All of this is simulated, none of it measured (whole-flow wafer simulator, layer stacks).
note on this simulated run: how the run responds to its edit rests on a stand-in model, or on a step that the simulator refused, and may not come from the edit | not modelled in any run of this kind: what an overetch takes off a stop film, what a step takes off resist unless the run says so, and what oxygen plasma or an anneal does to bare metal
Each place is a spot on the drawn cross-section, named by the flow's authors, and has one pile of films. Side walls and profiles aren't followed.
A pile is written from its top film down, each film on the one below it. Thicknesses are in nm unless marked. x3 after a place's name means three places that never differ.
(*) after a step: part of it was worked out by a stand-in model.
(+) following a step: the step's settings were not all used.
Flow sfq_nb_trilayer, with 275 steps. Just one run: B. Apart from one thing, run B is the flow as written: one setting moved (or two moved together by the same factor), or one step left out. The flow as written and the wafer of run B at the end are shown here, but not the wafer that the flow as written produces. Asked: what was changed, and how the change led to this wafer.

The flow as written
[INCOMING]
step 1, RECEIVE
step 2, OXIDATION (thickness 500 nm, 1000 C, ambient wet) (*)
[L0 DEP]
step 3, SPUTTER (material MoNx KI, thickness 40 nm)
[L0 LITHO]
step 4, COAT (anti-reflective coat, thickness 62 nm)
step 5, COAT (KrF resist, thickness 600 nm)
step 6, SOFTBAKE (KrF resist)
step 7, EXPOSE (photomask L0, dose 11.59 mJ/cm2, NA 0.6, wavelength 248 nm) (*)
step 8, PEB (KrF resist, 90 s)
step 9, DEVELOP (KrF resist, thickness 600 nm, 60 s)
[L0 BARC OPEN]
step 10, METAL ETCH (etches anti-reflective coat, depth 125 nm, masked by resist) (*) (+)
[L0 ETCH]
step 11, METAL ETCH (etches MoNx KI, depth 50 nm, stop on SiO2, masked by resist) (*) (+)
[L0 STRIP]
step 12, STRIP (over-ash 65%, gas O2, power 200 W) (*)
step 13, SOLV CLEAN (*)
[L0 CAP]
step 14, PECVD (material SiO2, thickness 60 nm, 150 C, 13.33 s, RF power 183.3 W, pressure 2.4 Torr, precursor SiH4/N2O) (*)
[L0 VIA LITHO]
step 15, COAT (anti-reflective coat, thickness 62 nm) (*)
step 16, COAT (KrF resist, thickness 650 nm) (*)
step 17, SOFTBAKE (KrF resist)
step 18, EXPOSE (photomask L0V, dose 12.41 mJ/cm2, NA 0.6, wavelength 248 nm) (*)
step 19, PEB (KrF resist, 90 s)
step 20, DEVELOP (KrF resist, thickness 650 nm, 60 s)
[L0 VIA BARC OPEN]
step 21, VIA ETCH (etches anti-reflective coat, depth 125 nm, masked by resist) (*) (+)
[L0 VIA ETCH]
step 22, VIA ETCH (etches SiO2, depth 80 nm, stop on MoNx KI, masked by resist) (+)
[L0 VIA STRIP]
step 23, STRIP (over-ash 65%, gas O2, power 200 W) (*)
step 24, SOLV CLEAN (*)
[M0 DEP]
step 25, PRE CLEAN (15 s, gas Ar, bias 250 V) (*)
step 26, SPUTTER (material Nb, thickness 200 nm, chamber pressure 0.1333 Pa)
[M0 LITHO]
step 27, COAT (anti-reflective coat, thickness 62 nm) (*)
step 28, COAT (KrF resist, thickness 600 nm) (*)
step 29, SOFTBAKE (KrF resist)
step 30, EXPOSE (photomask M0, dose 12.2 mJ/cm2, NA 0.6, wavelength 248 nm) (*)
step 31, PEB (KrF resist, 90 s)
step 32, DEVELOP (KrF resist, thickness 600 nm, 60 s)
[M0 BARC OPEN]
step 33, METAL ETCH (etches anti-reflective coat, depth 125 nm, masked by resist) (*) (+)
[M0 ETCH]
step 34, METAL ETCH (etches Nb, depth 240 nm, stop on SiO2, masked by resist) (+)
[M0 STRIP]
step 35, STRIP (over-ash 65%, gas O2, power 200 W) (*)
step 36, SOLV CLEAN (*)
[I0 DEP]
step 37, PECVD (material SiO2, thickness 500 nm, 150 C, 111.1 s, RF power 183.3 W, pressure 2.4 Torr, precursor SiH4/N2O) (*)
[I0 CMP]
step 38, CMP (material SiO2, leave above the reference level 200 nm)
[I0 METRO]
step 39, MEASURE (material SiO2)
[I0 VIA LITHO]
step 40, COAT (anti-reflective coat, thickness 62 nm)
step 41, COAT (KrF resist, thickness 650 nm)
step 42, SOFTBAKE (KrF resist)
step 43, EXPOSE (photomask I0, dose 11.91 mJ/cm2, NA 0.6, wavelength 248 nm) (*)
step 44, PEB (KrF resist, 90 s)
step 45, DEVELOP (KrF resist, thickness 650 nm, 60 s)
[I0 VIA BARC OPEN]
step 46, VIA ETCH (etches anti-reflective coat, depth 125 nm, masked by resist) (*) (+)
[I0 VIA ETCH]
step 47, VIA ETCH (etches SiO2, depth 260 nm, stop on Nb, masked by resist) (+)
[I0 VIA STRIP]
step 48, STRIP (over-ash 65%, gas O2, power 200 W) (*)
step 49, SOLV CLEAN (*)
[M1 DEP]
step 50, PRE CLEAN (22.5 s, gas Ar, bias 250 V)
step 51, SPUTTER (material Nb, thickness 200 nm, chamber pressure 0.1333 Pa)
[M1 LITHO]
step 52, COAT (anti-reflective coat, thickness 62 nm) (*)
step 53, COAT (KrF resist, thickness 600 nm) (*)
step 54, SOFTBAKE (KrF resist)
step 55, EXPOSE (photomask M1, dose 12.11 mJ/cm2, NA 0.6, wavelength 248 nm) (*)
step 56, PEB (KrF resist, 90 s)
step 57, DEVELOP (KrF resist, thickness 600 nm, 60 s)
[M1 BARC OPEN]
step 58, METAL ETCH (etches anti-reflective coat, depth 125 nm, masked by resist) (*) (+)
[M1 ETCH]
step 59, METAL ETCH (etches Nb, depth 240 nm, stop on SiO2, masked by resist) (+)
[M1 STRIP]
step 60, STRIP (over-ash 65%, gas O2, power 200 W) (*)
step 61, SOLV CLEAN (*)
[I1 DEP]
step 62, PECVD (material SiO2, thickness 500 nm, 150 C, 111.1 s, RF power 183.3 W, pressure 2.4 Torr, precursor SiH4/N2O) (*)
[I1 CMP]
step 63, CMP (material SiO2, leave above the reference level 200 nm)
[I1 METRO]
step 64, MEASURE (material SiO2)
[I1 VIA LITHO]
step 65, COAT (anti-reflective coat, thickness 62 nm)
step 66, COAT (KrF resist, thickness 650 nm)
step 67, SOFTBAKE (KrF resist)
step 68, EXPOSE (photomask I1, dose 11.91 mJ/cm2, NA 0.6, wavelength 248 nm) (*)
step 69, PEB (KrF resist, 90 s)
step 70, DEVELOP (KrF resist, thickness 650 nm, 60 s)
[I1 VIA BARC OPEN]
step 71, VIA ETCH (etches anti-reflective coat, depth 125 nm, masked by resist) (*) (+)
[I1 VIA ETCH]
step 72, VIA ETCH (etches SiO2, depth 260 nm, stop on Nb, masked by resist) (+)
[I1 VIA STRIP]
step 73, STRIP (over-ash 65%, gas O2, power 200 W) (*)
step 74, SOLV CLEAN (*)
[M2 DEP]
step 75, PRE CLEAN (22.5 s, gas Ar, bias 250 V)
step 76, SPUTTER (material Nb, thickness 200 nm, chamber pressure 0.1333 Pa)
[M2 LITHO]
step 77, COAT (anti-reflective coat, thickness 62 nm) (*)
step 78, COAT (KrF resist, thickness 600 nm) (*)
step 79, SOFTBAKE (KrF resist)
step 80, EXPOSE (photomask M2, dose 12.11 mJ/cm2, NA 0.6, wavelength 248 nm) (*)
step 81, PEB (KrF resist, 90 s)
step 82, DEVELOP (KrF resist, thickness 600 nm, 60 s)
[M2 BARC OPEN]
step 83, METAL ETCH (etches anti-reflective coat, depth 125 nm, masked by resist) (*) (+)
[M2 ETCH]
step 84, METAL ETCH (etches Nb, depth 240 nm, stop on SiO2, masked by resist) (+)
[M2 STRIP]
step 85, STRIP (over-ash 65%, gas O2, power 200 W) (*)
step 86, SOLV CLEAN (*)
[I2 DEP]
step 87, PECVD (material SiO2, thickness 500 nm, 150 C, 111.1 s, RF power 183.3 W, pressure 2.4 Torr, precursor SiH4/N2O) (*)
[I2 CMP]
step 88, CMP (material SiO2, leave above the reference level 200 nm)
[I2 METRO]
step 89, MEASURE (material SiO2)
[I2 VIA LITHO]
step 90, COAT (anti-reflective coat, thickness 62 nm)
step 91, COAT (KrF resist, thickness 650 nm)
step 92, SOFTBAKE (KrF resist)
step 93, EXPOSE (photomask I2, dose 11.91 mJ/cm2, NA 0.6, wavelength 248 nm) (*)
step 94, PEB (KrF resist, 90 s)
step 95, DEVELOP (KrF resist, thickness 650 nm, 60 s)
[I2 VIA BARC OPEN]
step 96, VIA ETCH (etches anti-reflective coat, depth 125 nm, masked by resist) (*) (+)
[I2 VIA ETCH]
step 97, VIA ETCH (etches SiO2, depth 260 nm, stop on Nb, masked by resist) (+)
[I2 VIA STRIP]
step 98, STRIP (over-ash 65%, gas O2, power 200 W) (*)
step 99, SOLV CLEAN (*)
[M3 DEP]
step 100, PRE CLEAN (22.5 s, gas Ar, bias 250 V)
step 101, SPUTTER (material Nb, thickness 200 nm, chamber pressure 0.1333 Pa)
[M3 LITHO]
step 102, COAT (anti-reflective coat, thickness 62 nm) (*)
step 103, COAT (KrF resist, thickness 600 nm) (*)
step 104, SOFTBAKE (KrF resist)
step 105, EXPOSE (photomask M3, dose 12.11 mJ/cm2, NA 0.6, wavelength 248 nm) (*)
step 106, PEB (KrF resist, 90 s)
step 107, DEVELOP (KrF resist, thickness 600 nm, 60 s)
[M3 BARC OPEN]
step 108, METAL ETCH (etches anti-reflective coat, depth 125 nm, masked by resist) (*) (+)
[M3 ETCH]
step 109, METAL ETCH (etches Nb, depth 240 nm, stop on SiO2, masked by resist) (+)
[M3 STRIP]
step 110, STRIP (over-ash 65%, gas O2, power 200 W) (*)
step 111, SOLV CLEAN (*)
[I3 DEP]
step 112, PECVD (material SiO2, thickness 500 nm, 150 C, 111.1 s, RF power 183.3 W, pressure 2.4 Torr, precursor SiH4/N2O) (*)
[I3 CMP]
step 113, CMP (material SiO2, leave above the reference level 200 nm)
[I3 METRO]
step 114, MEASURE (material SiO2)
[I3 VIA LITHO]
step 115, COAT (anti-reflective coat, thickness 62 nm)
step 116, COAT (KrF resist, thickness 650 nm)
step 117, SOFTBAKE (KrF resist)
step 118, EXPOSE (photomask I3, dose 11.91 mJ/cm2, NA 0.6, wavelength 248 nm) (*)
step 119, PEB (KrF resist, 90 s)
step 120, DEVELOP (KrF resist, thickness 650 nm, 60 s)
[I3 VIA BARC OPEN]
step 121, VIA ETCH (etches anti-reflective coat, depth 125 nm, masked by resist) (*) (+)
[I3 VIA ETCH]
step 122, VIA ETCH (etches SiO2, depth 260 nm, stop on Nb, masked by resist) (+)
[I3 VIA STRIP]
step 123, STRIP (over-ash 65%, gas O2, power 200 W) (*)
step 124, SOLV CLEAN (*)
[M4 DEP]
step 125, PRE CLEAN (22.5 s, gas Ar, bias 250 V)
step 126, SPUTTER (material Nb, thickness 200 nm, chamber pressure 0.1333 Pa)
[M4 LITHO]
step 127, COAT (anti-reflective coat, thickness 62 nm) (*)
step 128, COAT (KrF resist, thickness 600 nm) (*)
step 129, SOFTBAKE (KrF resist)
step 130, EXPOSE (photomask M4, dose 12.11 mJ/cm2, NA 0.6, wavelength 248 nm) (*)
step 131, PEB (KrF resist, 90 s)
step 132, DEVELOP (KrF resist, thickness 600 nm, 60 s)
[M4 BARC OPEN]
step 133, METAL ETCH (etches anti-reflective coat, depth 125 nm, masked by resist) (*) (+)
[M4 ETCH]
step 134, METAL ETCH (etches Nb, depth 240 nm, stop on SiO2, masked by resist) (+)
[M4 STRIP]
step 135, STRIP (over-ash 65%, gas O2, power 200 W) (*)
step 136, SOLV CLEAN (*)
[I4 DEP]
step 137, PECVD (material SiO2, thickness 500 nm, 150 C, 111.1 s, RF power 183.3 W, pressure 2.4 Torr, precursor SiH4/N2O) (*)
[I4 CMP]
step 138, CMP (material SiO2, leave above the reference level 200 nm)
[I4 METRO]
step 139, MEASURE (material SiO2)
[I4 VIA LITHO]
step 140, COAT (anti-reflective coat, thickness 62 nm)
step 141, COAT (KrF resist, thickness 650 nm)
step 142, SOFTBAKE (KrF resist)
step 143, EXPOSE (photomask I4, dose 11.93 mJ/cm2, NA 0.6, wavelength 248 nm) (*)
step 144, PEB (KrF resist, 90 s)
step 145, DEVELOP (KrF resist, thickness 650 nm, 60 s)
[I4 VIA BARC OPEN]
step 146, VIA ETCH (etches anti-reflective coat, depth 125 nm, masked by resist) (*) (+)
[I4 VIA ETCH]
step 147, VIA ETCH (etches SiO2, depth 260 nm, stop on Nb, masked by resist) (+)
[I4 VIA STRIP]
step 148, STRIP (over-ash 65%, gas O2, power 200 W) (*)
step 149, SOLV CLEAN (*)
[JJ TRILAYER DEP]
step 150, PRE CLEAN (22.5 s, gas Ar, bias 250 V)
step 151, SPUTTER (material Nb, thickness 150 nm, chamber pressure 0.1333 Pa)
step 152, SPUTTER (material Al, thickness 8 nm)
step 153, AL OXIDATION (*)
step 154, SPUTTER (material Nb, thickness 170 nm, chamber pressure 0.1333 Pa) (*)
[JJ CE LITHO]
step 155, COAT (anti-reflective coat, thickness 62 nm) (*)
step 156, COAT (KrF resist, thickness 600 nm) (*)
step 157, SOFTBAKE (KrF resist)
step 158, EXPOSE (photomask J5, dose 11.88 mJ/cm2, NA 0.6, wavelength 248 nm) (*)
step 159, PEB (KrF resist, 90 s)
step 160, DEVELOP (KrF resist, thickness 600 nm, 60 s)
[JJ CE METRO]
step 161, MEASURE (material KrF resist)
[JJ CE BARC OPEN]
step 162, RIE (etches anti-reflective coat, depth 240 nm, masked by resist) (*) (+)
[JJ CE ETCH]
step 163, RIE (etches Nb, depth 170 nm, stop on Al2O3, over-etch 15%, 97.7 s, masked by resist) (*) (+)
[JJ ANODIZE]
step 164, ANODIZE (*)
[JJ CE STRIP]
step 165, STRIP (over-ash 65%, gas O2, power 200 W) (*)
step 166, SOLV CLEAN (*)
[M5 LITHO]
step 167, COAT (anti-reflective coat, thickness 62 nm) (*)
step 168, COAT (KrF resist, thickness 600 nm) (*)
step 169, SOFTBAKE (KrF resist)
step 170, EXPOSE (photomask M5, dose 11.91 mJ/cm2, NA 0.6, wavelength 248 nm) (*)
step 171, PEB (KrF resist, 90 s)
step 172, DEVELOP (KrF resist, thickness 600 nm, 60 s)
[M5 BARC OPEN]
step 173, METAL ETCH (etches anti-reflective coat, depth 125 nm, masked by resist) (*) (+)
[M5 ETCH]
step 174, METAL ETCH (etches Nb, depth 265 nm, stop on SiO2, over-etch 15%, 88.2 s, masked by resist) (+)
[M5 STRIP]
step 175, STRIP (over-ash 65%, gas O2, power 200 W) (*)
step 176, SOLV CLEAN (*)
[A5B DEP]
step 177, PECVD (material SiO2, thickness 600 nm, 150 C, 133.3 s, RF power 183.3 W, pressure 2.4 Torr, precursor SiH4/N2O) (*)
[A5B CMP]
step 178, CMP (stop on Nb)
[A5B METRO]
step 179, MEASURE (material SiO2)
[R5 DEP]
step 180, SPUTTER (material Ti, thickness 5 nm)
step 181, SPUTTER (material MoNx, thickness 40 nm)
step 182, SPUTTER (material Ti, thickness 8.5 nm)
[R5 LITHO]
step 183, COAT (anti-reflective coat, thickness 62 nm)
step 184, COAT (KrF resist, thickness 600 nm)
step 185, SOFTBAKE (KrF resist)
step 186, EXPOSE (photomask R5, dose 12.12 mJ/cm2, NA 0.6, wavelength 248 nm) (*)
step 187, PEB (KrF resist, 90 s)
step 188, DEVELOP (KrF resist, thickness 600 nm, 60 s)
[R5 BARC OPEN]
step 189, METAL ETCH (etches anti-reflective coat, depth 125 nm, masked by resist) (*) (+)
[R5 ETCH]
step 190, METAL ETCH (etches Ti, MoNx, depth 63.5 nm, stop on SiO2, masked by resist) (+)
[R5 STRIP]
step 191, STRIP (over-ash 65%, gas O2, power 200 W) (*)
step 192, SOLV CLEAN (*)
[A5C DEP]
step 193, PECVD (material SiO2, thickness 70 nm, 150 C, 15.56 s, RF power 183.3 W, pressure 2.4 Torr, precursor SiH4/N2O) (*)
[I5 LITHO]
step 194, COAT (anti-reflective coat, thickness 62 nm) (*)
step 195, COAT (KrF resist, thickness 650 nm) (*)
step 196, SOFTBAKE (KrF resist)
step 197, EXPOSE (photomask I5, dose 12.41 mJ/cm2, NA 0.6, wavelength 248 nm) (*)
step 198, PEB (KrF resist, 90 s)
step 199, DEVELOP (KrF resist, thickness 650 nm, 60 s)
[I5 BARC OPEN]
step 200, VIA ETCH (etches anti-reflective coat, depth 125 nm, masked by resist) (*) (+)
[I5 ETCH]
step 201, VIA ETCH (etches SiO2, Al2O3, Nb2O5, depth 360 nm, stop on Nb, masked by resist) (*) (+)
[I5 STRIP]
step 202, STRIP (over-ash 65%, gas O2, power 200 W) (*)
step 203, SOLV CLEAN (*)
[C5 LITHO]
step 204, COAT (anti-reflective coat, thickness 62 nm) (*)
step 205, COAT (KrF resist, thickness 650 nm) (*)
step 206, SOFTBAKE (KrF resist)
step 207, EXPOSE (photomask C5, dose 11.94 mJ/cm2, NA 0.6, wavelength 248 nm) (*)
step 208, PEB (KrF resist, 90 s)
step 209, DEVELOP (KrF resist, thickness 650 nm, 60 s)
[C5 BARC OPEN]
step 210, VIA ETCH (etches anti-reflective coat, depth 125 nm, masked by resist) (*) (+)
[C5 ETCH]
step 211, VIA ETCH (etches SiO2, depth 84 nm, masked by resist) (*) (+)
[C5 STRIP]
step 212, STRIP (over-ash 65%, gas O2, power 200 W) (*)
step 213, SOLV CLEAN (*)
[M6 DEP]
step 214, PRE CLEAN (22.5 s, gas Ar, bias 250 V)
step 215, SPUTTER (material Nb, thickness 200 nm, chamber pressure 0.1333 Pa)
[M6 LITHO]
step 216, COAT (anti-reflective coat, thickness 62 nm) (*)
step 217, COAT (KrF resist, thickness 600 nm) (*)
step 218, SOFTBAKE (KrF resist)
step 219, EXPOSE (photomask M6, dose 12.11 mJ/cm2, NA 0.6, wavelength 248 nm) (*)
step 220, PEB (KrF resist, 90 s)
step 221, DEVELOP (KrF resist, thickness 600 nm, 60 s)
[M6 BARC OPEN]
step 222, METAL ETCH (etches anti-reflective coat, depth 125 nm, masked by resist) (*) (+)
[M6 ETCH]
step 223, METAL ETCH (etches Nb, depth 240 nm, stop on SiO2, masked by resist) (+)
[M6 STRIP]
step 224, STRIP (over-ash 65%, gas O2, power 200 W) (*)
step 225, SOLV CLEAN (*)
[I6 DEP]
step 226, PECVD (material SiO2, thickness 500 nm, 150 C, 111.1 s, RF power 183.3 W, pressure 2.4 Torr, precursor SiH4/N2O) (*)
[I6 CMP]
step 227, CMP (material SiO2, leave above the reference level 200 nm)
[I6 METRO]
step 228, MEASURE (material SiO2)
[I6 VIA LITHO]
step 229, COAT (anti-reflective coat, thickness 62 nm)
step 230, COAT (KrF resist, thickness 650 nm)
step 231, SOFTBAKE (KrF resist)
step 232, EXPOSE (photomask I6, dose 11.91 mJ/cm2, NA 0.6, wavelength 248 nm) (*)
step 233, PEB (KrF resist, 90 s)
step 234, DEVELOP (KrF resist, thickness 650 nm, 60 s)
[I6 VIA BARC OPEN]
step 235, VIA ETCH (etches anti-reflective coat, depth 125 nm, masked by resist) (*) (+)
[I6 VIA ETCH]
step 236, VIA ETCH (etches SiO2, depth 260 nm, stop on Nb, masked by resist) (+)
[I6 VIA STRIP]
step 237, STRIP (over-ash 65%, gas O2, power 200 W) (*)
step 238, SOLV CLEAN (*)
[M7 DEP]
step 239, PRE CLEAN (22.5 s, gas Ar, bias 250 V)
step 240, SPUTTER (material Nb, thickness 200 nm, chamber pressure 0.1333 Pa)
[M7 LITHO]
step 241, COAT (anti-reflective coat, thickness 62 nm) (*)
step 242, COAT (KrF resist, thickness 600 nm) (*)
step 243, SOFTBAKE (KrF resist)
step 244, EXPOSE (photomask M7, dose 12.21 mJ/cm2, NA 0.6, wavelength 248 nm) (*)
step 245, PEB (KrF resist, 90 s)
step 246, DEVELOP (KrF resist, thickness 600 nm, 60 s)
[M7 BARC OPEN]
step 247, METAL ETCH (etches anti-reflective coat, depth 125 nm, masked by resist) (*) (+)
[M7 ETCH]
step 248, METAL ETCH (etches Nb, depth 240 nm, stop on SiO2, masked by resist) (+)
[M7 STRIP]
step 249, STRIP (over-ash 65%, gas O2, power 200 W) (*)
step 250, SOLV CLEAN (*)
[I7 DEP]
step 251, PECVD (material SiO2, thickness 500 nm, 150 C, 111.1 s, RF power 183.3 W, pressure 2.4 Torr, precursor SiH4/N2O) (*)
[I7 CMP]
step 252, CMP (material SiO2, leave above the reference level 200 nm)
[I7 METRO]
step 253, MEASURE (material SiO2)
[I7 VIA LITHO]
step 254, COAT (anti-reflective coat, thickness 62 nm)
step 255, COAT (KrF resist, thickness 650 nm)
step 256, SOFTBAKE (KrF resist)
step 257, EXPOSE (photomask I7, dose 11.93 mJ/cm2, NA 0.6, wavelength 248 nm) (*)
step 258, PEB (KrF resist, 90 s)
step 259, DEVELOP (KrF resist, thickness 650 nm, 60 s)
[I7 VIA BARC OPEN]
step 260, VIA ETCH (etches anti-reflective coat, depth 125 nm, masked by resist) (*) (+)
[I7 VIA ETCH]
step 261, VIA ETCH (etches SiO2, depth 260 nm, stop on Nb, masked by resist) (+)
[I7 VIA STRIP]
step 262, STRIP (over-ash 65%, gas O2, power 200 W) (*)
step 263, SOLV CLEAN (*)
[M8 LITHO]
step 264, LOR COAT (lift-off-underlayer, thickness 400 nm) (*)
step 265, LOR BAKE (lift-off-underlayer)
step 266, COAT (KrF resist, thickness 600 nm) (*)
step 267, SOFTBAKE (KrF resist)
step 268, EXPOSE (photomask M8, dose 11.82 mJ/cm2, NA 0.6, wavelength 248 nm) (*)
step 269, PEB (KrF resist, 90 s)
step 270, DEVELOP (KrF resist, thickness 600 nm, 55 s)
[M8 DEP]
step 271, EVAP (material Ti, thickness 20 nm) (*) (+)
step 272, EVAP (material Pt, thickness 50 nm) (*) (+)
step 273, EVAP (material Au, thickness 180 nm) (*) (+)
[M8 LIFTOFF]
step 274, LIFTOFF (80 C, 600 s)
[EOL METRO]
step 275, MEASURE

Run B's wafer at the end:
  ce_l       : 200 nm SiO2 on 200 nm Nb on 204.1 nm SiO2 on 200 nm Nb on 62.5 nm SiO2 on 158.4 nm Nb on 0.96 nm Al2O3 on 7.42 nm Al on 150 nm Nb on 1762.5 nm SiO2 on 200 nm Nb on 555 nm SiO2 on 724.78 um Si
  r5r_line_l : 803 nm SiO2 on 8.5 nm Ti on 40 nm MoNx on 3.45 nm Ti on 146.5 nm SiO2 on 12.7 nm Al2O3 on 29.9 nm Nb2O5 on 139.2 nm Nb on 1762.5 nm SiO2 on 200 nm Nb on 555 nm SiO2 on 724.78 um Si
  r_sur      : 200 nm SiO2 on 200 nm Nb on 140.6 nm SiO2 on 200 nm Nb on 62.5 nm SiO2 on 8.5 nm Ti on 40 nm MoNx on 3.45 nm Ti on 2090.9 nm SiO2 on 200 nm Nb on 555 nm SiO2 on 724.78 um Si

The reason: step 180, SPUTTER: thickness 3.45 nm was run, whereas the flow has thickness 5 nm.
The wafer itself shows it: r5r_line_l has Ti 3.45, and step 180 as written asks for 5 nm.

How this came from the change, step by step:
  step 180, SPUTTER (material Ti, thickness 5 nm)
      field_l, v_sur, via_wl and 103 more: Ti gains 3.45 (new film) (in the flow as written it would be: Ti gains 5 (new film))
  step 190, METAL ETCH (etches Ti, MoNx, depth 63.5 nm, stop on SiO2, masked by resist) (+)
      field_l, v_sur, via_wl and 92 more: Ti loses 8.5 (all of it), MoNx loses 40 (all of it), Ti loses 3.45 (all of it) (in the flow as written it would be: Ti loses 8.5 (all of it), MoNx loses 40 (all of it), Ti loses 5 (all of it))
      ce_l, c5j, ce_r, wl_jj: Ti loses 8.5 (all of it), MoNx loses 40 (all of it), Ti loses 3.45 (all of it), Nb loses 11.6 (in the flow as written it would be: Ti loses 8.5 (all of it), MoNx loses 40 (all of it), Ti loses 5 (all of it), Nb loses 10)
